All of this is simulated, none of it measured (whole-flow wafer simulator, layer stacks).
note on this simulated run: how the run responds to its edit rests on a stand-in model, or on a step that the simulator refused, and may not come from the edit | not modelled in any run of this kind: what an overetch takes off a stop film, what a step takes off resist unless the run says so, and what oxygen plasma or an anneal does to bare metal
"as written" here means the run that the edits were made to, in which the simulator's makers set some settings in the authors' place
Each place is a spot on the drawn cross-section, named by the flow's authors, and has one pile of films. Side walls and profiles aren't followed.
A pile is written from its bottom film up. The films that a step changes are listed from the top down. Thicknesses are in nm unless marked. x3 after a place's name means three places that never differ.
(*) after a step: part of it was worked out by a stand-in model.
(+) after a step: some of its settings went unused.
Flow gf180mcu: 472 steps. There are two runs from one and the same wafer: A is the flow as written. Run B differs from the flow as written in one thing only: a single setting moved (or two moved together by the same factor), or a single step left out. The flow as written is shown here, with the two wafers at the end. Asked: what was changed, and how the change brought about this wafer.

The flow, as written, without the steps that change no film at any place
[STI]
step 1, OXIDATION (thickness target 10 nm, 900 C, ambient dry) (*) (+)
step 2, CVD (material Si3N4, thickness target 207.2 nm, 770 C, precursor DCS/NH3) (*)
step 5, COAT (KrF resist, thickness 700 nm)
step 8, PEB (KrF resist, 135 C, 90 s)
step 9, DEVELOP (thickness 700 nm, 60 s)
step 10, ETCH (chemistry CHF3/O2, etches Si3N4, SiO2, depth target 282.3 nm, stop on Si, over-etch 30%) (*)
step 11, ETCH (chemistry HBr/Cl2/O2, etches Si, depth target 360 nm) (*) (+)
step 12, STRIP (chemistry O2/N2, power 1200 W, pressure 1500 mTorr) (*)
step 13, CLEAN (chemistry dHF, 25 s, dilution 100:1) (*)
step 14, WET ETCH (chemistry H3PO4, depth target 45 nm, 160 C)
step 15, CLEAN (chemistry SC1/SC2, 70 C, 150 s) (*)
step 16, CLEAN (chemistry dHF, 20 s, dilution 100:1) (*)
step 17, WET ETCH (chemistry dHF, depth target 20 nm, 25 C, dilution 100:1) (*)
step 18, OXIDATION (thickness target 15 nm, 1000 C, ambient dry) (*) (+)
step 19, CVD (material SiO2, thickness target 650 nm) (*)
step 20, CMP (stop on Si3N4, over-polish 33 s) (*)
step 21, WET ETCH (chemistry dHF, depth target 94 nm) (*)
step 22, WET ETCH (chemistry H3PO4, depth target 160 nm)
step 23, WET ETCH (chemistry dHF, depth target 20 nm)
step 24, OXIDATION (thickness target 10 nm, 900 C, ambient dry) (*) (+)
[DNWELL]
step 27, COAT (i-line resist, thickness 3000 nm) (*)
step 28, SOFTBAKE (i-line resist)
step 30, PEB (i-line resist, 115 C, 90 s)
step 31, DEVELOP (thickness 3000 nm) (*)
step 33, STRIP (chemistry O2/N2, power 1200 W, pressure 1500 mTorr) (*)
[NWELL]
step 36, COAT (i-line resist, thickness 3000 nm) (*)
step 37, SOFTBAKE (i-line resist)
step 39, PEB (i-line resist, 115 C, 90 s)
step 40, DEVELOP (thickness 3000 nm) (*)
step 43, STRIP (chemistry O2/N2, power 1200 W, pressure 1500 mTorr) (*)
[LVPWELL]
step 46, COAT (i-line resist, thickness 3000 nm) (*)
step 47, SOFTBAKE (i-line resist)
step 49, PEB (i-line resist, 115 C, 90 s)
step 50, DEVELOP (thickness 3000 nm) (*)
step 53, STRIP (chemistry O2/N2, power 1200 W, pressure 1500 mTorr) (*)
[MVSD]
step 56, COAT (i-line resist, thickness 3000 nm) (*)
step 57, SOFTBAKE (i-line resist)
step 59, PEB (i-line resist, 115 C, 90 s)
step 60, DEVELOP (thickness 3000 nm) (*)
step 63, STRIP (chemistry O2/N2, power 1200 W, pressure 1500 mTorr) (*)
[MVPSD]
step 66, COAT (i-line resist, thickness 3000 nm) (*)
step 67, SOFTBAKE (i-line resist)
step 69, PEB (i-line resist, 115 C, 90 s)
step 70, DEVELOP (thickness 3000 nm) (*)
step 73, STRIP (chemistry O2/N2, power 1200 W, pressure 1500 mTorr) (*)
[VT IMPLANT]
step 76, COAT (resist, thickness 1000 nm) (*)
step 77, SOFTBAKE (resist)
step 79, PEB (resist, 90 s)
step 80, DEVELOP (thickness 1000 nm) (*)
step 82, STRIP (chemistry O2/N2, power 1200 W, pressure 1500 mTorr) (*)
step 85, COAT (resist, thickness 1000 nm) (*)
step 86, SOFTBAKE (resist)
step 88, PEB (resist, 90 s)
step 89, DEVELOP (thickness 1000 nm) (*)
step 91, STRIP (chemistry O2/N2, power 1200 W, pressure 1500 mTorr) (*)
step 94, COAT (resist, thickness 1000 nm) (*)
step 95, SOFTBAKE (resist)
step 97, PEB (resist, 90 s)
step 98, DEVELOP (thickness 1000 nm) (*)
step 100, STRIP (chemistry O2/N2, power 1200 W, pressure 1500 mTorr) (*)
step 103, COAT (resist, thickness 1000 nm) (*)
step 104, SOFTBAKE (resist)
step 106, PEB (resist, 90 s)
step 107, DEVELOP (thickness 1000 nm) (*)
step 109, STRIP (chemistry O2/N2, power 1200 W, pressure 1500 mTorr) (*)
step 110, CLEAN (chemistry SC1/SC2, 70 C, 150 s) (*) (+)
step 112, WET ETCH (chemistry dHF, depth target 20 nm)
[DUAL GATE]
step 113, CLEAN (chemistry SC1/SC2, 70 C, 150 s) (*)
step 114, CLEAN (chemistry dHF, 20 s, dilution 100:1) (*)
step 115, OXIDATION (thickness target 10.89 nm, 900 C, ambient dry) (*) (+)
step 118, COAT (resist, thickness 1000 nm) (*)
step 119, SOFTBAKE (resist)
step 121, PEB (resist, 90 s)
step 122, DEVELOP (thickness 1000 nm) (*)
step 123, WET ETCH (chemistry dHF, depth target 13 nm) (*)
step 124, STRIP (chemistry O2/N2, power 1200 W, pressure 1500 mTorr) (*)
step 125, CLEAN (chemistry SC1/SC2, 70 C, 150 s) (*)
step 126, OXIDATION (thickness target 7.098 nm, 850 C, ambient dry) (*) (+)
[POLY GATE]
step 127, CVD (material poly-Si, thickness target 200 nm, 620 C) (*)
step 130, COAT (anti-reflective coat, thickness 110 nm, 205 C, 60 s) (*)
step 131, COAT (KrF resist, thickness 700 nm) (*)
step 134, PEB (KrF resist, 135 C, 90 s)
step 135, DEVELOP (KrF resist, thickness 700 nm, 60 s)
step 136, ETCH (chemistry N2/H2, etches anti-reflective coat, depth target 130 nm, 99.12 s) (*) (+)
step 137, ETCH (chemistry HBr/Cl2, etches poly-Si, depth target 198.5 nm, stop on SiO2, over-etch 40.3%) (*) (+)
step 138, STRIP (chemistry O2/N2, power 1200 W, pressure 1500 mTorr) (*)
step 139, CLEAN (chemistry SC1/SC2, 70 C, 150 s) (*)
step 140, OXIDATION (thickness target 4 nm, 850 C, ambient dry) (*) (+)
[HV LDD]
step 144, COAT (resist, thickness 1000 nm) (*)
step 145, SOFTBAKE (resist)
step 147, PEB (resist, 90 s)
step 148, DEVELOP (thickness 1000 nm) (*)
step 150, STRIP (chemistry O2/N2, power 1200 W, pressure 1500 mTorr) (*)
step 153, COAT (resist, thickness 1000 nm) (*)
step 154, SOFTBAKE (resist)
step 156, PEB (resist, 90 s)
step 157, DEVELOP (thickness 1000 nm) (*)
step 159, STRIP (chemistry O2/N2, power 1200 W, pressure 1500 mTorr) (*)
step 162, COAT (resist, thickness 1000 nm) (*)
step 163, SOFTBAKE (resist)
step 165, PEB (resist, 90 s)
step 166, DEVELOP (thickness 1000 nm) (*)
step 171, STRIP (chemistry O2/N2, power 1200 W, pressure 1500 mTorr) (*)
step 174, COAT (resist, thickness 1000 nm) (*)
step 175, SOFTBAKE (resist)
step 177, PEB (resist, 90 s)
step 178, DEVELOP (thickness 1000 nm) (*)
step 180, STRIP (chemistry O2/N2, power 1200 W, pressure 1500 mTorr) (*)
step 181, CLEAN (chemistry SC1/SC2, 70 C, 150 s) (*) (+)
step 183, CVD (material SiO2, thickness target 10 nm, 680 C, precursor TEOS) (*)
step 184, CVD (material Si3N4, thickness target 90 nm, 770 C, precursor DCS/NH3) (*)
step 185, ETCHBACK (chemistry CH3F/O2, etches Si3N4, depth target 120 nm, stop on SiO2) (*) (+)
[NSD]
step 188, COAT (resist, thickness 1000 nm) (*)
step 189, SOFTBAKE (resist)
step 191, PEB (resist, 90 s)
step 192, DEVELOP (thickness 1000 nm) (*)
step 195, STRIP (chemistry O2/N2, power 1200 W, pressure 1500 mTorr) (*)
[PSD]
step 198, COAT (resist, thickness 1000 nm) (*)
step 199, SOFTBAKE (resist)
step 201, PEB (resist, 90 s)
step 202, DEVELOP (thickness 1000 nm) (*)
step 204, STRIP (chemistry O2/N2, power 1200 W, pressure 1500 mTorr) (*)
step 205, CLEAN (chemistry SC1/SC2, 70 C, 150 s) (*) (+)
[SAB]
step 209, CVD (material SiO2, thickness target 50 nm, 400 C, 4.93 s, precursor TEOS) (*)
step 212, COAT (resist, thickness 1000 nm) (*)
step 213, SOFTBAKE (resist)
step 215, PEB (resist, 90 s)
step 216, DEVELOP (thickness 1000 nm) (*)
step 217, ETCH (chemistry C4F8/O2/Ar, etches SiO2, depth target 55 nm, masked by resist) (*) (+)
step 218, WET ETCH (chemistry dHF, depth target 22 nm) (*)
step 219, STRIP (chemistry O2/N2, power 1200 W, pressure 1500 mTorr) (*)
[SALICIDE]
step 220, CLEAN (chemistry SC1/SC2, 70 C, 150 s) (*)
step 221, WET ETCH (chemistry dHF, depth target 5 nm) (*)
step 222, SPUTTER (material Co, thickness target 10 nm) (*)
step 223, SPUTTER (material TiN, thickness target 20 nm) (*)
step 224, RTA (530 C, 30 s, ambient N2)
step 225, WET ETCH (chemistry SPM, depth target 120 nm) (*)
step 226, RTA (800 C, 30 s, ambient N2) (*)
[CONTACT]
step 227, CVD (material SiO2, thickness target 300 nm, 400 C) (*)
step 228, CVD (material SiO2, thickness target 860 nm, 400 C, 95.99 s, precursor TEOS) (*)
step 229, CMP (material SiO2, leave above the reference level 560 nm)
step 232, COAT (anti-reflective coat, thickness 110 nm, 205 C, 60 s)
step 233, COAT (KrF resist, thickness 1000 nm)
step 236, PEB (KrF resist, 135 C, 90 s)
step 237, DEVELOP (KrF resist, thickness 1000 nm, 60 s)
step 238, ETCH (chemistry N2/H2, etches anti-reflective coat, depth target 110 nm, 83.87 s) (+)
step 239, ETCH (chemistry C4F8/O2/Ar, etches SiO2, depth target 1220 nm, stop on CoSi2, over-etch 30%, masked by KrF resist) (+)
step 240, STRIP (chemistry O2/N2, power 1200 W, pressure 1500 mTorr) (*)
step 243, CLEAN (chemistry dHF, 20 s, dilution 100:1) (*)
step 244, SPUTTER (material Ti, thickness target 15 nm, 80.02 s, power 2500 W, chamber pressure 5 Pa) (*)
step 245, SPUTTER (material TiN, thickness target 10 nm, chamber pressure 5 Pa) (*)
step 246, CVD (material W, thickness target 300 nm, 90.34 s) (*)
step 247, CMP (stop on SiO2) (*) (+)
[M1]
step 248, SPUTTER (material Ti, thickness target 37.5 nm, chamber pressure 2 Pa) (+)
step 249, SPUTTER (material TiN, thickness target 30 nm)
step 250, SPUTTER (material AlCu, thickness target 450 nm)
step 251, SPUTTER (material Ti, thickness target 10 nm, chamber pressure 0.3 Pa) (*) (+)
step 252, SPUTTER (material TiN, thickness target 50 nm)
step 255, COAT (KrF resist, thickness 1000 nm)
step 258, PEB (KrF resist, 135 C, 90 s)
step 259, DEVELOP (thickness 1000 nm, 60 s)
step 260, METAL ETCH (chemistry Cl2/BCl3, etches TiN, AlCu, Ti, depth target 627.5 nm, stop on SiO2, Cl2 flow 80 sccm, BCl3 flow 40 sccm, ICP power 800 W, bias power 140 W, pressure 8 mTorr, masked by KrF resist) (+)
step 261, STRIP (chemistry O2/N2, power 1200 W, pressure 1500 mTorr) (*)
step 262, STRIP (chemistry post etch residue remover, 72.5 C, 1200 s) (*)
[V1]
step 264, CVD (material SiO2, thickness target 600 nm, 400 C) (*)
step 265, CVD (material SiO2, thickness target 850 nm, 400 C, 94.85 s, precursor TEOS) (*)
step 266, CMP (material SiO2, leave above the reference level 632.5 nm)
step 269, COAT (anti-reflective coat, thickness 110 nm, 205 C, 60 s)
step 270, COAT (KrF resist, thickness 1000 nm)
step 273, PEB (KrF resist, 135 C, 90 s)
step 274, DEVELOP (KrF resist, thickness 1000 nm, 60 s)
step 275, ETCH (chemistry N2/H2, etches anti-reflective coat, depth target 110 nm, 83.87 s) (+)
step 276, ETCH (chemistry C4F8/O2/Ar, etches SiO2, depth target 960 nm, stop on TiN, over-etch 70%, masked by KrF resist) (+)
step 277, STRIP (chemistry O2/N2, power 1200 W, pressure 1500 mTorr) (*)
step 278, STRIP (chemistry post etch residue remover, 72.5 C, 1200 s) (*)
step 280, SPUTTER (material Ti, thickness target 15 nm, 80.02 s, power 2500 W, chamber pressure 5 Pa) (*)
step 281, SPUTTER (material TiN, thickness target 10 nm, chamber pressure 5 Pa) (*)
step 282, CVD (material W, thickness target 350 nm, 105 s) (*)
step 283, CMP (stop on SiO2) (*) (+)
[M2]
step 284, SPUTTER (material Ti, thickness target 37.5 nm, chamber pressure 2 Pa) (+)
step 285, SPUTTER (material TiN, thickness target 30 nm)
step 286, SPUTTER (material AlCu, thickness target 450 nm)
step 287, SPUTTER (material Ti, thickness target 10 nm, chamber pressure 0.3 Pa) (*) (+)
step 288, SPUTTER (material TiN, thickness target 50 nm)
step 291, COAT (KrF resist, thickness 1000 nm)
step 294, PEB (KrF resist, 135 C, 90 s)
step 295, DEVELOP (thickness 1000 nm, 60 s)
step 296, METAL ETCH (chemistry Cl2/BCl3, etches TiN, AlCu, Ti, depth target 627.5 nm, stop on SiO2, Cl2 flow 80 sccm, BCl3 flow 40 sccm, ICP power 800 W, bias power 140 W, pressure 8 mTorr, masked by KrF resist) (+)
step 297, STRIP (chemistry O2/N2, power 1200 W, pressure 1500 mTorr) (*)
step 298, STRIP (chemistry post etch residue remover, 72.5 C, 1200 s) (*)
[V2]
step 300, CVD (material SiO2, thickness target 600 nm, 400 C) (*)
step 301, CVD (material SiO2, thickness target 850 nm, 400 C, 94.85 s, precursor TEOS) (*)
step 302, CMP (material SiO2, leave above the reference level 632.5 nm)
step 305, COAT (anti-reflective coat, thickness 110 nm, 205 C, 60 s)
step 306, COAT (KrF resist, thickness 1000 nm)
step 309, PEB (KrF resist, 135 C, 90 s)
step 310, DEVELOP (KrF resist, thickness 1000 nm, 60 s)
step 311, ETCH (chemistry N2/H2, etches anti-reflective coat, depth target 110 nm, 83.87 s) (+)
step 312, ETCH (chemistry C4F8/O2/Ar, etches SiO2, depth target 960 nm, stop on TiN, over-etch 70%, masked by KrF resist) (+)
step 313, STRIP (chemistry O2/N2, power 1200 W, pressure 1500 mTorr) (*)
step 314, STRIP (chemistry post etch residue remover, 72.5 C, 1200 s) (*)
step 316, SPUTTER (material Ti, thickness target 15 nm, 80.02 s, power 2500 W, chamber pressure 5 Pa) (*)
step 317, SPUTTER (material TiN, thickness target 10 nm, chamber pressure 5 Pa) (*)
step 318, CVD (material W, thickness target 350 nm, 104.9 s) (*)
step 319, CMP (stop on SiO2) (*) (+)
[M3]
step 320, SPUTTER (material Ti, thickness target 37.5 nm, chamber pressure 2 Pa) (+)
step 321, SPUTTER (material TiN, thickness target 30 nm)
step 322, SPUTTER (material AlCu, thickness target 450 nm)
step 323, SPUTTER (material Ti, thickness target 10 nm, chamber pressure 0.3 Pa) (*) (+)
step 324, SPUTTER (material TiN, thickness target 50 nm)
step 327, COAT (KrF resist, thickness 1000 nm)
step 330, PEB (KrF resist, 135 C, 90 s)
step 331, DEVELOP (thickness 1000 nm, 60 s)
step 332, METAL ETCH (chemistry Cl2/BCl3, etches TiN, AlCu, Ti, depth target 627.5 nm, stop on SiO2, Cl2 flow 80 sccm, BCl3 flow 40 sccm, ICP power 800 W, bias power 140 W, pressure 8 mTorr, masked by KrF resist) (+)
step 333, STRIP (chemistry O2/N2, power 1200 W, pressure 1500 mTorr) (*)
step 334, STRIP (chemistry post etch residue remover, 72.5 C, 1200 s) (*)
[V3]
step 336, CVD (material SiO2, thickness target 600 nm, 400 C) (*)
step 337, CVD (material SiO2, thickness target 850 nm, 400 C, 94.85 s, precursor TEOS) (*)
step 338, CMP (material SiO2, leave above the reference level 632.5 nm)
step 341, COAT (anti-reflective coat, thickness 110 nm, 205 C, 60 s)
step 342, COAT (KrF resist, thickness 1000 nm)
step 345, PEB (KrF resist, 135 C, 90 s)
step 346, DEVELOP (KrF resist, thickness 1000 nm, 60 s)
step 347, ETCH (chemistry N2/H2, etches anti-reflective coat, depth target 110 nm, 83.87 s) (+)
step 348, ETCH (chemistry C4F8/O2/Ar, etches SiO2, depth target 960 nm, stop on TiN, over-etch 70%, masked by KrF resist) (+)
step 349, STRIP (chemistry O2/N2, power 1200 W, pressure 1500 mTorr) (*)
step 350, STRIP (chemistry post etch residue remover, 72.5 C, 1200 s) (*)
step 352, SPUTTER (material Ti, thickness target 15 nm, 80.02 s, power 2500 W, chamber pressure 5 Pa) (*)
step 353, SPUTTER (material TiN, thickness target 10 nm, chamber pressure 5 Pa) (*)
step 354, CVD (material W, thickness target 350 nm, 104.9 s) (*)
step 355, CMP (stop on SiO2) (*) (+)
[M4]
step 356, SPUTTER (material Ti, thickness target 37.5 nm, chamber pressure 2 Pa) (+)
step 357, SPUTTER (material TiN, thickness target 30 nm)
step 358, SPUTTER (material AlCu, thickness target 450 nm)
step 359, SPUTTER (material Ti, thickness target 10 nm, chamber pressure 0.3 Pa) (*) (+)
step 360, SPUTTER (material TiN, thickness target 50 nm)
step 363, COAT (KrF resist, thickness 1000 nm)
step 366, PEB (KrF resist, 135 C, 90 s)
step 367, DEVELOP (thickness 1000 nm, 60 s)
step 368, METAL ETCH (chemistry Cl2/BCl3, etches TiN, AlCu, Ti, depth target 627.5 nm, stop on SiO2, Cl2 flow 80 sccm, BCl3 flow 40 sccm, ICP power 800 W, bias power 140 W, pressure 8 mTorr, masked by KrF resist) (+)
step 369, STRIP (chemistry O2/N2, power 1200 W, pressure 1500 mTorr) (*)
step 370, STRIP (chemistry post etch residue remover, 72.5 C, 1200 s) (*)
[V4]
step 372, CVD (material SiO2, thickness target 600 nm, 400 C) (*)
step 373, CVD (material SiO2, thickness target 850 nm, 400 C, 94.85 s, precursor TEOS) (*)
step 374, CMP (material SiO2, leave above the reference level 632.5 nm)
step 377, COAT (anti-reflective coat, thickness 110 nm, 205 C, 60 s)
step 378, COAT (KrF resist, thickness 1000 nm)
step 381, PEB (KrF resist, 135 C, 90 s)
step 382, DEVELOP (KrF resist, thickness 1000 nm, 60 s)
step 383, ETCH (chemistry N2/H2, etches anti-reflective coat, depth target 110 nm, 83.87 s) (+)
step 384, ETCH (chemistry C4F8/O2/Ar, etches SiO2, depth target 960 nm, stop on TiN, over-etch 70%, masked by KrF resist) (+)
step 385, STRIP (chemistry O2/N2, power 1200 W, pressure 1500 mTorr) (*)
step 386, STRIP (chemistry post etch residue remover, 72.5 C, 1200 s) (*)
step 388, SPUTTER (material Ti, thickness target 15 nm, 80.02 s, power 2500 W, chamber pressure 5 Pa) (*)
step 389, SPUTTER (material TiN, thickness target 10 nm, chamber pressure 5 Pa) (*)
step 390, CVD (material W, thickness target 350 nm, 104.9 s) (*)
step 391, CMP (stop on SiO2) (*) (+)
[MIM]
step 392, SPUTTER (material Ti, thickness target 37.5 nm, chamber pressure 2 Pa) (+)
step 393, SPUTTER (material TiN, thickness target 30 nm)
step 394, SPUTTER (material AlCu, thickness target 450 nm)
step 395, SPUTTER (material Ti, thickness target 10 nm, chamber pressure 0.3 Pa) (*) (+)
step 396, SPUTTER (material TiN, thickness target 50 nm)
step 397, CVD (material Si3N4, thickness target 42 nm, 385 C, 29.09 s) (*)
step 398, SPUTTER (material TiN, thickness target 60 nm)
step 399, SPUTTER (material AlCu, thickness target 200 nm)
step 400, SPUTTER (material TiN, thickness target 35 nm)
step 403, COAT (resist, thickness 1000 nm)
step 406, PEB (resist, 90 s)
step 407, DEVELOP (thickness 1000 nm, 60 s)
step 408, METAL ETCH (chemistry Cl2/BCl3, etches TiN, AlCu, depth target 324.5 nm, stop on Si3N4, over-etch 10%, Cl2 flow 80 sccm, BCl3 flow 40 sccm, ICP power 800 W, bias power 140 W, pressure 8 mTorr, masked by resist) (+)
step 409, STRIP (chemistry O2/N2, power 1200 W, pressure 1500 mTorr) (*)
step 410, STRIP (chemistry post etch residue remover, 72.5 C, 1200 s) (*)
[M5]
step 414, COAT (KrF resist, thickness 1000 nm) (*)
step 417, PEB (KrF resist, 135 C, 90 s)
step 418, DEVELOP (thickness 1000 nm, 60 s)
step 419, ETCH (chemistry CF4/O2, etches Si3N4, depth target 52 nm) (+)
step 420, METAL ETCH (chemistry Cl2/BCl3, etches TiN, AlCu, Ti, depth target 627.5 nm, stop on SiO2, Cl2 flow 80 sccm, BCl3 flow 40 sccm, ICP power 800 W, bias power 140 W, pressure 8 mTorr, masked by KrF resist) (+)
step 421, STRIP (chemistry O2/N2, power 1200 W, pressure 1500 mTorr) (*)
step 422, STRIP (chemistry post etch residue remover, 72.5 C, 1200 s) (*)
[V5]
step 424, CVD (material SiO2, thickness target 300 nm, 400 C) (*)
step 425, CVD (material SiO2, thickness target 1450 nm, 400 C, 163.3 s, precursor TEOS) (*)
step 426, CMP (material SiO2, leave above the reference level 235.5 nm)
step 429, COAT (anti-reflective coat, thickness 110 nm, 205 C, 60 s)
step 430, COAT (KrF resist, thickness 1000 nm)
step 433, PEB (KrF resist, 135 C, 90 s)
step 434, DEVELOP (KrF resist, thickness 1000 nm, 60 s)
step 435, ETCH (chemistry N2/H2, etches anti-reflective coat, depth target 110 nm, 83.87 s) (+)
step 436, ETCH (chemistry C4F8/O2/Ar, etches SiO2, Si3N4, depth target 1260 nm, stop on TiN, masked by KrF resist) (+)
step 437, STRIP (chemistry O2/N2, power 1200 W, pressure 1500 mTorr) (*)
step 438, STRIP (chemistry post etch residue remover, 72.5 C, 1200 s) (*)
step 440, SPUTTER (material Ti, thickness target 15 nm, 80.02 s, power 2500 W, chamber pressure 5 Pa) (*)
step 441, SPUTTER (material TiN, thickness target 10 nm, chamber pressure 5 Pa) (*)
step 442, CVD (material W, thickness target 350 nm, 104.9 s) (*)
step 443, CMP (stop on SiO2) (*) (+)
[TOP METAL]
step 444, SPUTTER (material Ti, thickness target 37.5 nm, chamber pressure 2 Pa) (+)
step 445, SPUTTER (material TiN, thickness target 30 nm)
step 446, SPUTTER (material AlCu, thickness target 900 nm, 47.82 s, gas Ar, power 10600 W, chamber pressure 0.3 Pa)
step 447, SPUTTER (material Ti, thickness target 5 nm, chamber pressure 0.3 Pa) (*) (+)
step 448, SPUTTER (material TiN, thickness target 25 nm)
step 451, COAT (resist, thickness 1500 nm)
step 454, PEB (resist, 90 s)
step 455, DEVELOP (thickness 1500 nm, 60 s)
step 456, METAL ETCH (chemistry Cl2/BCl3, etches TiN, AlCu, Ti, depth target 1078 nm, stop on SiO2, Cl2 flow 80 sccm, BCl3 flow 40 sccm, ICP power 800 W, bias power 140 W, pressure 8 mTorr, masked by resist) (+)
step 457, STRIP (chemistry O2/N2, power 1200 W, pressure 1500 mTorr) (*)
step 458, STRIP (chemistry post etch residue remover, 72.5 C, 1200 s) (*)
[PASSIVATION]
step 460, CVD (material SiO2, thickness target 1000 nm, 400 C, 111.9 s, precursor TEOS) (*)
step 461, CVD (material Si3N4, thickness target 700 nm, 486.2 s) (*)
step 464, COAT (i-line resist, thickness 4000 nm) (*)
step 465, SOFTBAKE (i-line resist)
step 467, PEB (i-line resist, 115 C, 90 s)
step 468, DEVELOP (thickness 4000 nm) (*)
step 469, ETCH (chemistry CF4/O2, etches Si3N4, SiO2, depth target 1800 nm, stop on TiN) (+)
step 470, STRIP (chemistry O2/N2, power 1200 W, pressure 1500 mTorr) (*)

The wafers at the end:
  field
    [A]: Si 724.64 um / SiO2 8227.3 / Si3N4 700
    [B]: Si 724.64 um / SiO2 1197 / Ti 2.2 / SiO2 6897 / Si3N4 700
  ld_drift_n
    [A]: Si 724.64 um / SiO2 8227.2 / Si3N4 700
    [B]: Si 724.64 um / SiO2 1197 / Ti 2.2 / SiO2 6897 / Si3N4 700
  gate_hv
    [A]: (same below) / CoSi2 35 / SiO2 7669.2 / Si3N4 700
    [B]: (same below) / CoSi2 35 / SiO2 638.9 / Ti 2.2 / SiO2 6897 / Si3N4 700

The reason: step 250, SPUTTER: thickness target 319 nm was run, while the flow as written has thickness target 450 nm; step 260, METAL ETCH: depth target 444.3 nm was run, where the flow has depth target 627.5 nm.

The path from the change to this, step by step:
  step 250, SPUTTER (material AlCu, thickness target 450 nm)
      field, field__w1, field__w2 and 108 more: A AlCu gains 450 (new film) | B AlCu gains 319 (new film)
  step 260, METAL ETCH (chemistry Cl2/BCl3, etches TiN, AlCu, Ti, depth target 627.5 nm, stop on SiO2, Cl2 flow 80 sccm, BCl3 flow 40 sccm, ICP power 800 W, bias power 140 W, pressure 8 mTorr, masked by KrF resist) (+)
      field, field__w1, field__w2 and 99 more: A TiN loses 50 (all of it), Ti loses 10 (all of it), AlCu loses 450 (all of it), TiN loses 30 (all of it), Ti loses 37.5 (all of it) | B TiN loses 50 (all of it), Ti loses 10 (all of it), AlCu loses 319 (all of it), TiN loses 30 (all of it), Ti loses 35.3
      field__w8, contact, m1 and 6 more: A KrF resist loses 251 | B KrF resist loses 177.7
  step 261, STRIP (chemistry O2/N2, power 1200 W, pressure 1500 mTorr) (*)
      field__w8, contact, m1 and 6 more: A KrF resist loses 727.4 (all of it) | B KrF resist loses 800.7 (all of it)
  step 264, CVD (material SiO2, thickness target 600 nm, 400 C) (*)
      field, field__w1, field__w2 and 99 more: A SiO2 gains 600 | B SiO2 gains 600 (new film)
  step 266, CMP (material SiO2, leave above the reference level 632.5 nm)
      field, field__w1, field__w2 and 99 more: A SiO2 loses 300 | B SiO2 loses 433.2
With metal films that touch counted as one body, field has 1 body; the flow as written gives 0 bodies.
With metal films that touch counted as one body, ld_drift_n has 1 body; the flow as written gives 0 bodies.
With metal films that touch counted as one body, gate_hv has 2 bodies (between them, from the top down: SiO2 638.9); the flow as written gives 1 body.
